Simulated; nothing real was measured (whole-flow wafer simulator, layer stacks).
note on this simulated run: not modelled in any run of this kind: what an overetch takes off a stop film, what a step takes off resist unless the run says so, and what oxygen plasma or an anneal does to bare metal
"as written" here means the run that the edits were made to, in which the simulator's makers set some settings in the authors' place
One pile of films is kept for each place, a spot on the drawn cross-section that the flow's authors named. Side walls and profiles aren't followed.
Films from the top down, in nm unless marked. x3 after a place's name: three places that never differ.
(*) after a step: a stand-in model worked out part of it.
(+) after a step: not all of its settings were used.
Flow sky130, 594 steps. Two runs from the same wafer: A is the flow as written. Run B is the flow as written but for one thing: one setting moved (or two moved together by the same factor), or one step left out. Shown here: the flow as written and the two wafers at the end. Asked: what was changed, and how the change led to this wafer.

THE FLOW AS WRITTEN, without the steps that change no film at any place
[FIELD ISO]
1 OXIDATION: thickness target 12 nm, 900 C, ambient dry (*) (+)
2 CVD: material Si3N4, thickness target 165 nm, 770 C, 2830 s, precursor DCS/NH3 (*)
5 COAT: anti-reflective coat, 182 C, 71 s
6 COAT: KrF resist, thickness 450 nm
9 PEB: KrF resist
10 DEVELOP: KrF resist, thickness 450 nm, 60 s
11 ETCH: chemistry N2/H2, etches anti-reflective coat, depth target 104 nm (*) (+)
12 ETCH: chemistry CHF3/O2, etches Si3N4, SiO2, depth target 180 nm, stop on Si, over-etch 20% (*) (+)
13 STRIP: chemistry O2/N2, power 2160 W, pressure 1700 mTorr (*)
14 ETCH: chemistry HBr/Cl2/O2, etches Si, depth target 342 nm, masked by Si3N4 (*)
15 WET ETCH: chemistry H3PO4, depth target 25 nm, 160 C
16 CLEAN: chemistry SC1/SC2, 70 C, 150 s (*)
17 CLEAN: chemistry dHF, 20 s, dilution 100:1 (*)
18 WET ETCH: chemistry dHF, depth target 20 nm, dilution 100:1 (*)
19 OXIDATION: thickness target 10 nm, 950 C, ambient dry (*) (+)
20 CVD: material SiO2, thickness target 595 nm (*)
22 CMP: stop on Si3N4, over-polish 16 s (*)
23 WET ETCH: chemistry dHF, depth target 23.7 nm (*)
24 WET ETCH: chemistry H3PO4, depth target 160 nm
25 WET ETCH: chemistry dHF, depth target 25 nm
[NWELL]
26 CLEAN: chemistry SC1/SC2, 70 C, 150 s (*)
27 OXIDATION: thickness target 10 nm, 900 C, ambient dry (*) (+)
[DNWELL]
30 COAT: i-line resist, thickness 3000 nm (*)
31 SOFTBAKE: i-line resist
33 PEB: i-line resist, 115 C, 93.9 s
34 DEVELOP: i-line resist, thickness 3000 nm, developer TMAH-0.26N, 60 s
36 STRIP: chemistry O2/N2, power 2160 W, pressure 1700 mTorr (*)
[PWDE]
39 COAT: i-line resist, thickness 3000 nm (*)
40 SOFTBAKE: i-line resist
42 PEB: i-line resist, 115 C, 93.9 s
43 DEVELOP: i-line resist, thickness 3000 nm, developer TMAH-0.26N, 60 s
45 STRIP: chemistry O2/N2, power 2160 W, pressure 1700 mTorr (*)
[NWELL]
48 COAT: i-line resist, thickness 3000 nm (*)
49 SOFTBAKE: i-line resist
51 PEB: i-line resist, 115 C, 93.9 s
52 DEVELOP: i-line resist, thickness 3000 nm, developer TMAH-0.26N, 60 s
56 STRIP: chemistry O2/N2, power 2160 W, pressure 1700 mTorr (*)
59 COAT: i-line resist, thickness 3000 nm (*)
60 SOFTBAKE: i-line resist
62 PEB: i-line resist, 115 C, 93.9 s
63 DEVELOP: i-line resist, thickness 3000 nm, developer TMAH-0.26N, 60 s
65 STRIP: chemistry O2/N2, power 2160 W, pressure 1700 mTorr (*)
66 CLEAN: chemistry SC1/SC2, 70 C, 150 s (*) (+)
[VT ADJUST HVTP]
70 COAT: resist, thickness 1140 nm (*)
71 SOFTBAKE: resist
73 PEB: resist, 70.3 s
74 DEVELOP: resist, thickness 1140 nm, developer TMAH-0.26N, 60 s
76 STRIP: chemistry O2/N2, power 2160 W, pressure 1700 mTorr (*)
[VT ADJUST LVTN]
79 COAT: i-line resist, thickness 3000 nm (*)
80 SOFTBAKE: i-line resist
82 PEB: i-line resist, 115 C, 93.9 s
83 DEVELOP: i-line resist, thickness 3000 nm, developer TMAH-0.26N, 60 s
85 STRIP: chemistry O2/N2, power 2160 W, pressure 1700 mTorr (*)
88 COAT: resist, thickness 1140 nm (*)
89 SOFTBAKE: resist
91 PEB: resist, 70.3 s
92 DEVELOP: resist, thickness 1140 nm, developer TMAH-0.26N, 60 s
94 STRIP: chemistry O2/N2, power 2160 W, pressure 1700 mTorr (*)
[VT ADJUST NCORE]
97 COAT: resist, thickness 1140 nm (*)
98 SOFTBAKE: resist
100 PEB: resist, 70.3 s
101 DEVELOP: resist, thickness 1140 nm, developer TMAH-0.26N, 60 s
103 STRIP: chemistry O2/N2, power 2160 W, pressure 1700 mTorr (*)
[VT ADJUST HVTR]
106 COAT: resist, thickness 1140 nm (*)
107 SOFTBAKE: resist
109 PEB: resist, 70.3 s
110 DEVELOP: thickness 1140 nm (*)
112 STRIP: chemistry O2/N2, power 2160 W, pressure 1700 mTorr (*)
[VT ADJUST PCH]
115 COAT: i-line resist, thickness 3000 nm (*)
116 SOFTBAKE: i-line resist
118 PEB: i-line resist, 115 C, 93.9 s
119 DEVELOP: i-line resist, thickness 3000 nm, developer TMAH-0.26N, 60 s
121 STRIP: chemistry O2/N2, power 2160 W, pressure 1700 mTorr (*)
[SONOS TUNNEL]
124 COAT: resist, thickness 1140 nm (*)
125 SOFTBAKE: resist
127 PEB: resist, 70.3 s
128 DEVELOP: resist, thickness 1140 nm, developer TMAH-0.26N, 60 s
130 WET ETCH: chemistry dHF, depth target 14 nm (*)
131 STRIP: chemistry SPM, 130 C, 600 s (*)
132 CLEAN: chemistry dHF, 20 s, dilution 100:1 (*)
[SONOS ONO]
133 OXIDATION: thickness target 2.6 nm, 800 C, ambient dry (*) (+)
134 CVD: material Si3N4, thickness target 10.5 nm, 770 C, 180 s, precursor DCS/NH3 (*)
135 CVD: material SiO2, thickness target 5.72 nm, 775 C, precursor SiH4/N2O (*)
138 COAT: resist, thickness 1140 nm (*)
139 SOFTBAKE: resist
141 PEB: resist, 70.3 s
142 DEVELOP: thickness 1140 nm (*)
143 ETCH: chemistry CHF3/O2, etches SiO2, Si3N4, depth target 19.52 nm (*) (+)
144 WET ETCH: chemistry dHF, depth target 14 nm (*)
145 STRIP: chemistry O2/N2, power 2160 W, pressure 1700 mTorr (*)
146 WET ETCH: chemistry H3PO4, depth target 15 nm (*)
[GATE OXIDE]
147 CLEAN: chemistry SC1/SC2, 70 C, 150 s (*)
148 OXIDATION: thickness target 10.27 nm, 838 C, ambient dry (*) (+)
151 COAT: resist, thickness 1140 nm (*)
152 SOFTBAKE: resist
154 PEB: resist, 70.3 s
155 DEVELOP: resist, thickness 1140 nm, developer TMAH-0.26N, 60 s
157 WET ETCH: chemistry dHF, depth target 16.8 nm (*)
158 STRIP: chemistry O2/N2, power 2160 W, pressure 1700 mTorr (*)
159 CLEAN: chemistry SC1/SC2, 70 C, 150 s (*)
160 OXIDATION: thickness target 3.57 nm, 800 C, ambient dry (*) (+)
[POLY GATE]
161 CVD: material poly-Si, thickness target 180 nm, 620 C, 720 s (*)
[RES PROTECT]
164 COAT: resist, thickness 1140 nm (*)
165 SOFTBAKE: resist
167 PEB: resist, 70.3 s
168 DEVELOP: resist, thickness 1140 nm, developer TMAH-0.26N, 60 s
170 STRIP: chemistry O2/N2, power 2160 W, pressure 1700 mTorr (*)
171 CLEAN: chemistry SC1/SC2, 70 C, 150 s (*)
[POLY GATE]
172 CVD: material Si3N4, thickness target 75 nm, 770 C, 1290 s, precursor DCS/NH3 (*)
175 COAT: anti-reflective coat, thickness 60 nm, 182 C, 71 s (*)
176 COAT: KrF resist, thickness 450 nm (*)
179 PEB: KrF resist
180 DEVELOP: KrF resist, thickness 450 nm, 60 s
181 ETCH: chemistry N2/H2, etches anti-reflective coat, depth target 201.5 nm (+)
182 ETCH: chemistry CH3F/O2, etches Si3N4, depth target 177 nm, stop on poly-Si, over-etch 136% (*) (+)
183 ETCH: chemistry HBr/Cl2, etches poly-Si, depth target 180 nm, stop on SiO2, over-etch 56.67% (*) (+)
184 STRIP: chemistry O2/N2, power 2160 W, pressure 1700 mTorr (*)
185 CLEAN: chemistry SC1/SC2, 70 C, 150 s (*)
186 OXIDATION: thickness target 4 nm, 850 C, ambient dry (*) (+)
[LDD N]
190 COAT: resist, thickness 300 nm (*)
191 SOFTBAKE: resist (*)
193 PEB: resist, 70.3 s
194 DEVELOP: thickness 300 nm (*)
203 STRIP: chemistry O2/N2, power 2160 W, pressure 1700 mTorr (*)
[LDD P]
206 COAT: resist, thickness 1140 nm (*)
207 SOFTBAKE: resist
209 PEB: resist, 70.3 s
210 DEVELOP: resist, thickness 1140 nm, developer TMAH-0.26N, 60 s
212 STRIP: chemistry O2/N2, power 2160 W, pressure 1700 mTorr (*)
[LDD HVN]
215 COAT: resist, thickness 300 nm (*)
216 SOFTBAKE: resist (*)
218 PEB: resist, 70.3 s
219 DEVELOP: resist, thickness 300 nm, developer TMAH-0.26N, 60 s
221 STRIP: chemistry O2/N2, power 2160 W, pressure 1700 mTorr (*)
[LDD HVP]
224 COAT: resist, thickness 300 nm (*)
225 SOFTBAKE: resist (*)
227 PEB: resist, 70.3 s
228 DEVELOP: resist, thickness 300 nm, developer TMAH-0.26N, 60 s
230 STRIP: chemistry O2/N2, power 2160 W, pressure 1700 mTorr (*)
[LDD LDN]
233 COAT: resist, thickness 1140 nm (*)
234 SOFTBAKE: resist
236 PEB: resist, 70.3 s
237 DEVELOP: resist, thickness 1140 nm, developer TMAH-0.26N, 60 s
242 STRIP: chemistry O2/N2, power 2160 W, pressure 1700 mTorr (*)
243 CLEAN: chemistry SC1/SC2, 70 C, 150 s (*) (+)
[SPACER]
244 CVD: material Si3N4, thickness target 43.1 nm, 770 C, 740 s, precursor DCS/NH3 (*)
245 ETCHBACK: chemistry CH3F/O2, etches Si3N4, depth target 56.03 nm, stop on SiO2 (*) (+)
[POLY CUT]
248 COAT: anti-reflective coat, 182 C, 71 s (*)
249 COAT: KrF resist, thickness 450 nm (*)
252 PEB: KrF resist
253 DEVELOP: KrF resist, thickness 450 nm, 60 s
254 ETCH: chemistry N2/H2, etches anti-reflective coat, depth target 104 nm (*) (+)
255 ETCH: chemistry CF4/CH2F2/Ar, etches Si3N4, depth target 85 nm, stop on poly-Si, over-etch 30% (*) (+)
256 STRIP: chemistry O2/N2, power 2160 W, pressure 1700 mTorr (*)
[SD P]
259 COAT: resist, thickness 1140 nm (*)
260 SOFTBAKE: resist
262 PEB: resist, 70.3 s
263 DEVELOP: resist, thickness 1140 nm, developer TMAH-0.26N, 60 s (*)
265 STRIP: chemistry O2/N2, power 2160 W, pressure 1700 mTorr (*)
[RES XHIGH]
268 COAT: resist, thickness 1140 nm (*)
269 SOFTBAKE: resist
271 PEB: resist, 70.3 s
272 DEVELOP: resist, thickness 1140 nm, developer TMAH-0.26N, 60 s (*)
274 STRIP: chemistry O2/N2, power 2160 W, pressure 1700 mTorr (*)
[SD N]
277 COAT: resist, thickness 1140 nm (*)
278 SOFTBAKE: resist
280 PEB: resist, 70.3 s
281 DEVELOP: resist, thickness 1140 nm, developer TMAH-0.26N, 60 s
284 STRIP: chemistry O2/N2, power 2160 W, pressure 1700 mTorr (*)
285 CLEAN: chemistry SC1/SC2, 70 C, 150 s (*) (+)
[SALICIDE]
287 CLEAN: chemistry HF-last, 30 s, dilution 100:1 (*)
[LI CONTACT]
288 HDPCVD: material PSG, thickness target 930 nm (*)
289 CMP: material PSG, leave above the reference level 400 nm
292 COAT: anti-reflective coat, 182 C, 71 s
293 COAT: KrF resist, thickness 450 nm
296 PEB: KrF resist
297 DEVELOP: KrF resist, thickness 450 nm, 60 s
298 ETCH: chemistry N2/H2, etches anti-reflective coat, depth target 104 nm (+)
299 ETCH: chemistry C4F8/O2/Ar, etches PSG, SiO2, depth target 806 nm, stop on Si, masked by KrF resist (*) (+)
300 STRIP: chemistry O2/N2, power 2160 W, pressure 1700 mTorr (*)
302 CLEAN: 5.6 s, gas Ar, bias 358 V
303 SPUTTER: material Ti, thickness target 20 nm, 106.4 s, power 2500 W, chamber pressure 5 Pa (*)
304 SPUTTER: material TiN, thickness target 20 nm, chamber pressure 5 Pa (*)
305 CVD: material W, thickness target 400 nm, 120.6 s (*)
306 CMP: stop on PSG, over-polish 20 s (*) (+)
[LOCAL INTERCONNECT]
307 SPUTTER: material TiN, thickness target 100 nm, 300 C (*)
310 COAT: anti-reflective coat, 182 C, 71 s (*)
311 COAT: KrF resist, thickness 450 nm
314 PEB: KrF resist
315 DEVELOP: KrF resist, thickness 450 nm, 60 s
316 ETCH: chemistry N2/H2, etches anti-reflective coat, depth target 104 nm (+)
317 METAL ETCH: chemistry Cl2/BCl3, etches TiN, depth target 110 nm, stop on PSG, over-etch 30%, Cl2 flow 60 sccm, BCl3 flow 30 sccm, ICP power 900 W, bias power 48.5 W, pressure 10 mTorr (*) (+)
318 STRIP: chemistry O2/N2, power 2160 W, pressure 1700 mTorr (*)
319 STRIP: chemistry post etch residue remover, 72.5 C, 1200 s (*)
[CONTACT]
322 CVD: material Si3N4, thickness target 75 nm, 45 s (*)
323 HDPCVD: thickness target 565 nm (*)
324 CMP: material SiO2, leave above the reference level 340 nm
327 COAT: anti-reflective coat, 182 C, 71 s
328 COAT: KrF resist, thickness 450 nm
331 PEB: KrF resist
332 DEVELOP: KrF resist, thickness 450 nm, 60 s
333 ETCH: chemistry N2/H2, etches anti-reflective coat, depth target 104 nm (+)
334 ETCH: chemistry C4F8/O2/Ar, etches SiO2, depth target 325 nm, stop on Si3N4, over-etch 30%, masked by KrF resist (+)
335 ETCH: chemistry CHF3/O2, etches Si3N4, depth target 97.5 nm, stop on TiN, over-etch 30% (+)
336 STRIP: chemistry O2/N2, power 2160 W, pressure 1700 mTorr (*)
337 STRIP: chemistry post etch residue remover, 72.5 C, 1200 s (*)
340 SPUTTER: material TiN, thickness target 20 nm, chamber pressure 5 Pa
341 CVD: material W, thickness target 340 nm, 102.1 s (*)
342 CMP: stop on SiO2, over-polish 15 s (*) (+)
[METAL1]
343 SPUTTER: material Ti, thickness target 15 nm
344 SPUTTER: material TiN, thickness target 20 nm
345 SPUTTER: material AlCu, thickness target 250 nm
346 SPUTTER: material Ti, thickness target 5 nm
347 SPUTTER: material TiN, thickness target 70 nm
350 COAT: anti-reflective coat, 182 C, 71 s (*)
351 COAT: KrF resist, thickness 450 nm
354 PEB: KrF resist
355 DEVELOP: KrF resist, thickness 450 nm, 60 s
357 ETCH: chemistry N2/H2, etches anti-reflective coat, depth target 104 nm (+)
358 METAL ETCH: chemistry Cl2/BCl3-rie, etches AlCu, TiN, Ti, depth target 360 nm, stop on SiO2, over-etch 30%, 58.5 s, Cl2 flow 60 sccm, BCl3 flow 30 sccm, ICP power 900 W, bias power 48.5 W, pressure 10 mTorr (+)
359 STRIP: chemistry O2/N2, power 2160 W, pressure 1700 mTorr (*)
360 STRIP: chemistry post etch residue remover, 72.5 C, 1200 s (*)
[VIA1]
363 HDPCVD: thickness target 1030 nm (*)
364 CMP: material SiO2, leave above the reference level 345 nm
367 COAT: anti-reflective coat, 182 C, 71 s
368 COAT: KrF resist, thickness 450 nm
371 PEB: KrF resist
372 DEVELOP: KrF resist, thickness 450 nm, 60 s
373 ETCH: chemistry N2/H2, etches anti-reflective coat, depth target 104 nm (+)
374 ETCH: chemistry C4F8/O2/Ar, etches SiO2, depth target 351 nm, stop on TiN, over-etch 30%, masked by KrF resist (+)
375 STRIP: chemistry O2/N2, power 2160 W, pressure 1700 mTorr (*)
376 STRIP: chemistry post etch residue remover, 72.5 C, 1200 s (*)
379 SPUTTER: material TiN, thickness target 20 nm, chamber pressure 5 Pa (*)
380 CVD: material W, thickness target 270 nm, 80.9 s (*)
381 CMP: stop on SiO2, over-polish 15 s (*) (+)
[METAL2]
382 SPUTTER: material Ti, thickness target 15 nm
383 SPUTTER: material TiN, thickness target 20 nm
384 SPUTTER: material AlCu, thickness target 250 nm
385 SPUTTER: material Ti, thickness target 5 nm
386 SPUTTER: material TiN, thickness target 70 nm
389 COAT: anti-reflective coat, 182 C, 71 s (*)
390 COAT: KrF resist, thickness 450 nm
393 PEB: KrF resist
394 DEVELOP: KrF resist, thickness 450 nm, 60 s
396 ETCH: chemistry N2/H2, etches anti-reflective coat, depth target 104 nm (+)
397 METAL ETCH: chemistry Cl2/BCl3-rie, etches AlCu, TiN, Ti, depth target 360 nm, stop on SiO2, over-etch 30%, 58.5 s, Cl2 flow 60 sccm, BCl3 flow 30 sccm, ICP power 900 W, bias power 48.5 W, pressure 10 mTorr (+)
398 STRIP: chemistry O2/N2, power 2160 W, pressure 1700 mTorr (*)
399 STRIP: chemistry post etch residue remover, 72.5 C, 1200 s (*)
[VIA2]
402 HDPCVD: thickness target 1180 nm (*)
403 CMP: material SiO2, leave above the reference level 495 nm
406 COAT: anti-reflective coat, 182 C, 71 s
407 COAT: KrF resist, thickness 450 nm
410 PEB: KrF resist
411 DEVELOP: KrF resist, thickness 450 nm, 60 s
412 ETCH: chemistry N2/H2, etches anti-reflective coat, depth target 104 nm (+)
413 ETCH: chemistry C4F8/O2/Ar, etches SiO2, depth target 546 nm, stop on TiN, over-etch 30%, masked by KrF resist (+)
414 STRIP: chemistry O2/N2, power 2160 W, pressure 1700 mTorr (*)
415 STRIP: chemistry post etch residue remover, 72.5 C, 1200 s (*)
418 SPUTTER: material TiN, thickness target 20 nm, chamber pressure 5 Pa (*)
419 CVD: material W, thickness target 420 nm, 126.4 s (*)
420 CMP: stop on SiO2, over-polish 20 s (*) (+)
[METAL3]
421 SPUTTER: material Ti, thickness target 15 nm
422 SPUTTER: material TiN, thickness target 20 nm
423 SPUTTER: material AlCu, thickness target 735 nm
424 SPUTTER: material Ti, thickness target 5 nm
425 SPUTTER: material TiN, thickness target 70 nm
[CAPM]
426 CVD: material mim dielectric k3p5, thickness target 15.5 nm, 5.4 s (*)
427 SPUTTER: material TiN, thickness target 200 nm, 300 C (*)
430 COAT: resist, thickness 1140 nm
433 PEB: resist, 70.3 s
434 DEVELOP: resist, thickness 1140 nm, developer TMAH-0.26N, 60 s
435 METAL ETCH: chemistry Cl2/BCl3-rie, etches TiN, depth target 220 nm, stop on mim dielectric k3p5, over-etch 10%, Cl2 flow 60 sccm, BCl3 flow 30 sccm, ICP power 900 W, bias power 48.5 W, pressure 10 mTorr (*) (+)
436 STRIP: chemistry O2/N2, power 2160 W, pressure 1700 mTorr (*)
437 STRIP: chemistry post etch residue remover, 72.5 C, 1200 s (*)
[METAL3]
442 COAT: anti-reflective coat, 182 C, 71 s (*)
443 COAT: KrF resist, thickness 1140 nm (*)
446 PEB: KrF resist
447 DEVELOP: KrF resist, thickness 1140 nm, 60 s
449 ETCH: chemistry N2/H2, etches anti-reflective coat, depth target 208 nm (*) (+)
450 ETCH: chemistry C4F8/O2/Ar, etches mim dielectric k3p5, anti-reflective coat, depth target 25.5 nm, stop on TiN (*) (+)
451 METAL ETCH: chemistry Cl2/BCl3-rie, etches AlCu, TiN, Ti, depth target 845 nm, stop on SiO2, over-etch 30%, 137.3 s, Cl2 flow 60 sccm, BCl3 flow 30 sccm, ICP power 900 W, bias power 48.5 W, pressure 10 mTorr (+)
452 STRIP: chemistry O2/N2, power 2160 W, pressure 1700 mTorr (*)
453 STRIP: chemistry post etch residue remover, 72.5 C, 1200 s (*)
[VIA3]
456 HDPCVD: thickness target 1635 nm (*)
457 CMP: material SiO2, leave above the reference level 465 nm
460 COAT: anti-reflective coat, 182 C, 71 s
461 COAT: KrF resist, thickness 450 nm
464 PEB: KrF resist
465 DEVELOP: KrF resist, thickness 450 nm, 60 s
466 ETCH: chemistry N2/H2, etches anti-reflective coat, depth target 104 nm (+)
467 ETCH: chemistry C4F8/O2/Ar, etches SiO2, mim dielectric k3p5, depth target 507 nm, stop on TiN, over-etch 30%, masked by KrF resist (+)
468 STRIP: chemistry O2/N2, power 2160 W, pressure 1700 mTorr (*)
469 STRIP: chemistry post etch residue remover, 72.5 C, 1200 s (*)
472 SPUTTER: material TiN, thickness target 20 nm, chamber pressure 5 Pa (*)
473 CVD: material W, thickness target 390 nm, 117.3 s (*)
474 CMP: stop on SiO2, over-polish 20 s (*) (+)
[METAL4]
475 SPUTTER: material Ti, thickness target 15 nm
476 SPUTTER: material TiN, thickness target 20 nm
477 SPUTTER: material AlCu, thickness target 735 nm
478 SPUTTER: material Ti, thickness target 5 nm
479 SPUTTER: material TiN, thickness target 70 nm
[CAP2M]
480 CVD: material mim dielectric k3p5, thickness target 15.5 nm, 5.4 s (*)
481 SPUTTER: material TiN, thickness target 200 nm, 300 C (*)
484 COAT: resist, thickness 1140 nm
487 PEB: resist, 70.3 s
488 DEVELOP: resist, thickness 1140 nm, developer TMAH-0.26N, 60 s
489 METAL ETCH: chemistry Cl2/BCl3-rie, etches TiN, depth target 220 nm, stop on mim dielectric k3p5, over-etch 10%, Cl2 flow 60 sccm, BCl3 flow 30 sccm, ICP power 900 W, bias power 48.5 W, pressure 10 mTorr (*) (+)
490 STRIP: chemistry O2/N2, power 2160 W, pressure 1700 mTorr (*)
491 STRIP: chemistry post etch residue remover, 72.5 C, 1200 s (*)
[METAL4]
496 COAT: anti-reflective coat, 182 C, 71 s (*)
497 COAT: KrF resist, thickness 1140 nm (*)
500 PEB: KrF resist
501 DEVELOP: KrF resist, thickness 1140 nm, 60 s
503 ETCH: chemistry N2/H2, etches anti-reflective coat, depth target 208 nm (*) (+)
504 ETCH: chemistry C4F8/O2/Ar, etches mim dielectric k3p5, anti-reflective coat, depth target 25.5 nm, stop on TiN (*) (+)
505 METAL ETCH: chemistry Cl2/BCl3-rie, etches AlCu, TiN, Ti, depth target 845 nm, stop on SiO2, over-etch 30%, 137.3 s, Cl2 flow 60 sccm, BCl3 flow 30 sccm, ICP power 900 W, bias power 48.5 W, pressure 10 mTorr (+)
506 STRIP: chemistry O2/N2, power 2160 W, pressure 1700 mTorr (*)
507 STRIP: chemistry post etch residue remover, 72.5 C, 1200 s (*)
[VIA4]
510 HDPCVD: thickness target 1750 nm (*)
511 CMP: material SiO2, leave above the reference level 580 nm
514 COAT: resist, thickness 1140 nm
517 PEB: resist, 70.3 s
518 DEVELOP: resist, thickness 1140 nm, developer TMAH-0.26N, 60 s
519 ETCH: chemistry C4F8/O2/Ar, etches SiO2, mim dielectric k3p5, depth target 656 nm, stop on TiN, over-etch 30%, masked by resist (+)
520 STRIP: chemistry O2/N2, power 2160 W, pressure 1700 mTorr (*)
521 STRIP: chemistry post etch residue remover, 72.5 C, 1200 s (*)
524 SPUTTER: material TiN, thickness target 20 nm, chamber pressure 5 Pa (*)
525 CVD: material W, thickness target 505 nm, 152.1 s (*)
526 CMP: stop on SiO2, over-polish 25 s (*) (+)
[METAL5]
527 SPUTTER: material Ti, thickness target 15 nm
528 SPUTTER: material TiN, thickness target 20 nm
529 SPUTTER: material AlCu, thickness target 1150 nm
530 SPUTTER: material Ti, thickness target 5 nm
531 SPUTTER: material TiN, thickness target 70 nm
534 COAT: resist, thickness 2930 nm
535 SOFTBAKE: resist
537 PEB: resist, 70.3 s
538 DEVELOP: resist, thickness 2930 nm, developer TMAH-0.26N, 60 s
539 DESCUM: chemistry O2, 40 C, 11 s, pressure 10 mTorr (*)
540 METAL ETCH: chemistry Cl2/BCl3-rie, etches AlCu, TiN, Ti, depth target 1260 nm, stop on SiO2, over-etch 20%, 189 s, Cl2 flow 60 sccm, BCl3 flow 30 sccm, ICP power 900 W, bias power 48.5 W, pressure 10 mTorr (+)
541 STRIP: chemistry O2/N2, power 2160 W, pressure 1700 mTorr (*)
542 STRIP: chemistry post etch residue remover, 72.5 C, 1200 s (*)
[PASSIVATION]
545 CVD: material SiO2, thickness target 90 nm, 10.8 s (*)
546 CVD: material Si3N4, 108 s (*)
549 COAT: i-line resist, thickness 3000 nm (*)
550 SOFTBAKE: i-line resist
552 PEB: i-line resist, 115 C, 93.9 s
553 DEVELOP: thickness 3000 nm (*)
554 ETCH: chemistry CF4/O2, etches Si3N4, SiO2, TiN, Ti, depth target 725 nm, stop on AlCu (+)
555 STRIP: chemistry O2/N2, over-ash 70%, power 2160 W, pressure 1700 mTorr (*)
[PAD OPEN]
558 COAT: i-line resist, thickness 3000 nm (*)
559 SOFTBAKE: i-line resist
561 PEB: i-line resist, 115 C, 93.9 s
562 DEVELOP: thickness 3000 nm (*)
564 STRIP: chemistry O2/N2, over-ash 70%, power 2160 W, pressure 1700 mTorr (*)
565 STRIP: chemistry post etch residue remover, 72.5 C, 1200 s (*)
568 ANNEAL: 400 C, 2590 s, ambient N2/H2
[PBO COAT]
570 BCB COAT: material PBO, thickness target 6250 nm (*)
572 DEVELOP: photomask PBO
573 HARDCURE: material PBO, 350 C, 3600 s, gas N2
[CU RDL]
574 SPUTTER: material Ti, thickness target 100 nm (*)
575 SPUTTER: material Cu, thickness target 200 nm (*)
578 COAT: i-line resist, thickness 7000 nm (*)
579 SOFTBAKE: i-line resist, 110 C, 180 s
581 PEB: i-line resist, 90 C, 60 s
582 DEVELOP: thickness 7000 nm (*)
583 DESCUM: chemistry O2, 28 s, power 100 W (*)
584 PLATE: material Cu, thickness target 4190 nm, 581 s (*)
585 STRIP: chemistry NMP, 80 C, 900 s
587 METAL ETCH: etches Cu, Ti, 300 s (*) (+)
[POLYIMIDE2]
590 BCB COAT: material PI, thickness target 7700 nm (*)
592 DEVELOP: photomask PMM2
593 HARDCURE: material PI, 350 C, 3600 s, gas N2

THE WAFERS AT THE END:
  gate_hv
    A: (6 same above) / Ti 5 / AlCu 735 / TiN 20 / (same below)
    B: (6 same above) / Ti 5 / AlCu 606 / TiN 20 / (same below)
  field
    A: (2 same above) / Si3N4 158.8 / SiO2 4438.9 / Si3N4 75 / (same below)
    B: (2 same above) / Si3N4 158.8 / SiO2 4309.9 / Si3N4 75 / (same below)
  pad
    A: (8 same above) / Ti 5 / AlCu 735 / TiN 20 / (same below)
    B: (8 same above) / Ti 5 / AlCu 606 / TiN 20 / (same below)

The cause: step 477, SPUTTER: thickness target 606 nm was run, where the flow has thickness target 735 nm.
It can be read off the wafer: gate_hv has AlCu 606, and step 477 as written asks for 735 nm.

How the change led to this, step by step:
  477 SPUTTER: material AlCu, thickness target 735 nm
      field, active, n_well and 189 more: A AlCu +735 (new film) | B AlCu +606 (new film)
  505 METAL ETCH: chemistry Cl2/BCl3-rie, etches AlCu, TiN, Ti, depth target 845 nm, stop on SiO2, over-etch 30%, 137.3 s, Cl2 flow 60 sccm, BCl3 flow 30 sccm, ICP power 900 W, bias power 48.5 W, pressure 10 mTorr (+)
      field, gate, spacer and 68 more: A TiN -70 (all of it), Ti -5 (all of it), AlCu -735 (all of it), TiN -20 (all of it), Ti -15 (all of it), SiO2 -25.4 | B TiN -70 (all of it), Ti -5 (all of it), AlCu -606 (all of it), TiN -20 (all of it), Ti -15 (all of it), SiO2 -38.2
      active, vpp_iso1, mim_edge_plate and 14 more: A TiN -70 (all of it), Ti -5 (all of it), AlCu -735 (all of it), TiN -20 (all of it), Ti -15 (all of it), SiO2 -25.3 | B TiN -70 (all of it), Ti -5 (all of it), AlCu -606 (all of it), TiN -20 (all of it), Ti -15 (all of it), SiO2 -38.2
  511 CMP: material SiO2, leave above the reference level 580 nm
      field, active, gate and 76 more: A SiO2 -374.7 | B SiO2 -490.8
      iso_guard__w1, mim_edge_gap, vpp_l1ln, vpp_m3ln, rpm_encl, via2_enc, rpm_encl_psd, iso_guard_nsd_tip: A SiO2 -374.6 | B SiO2 -490.8
      (and at 1 more place)
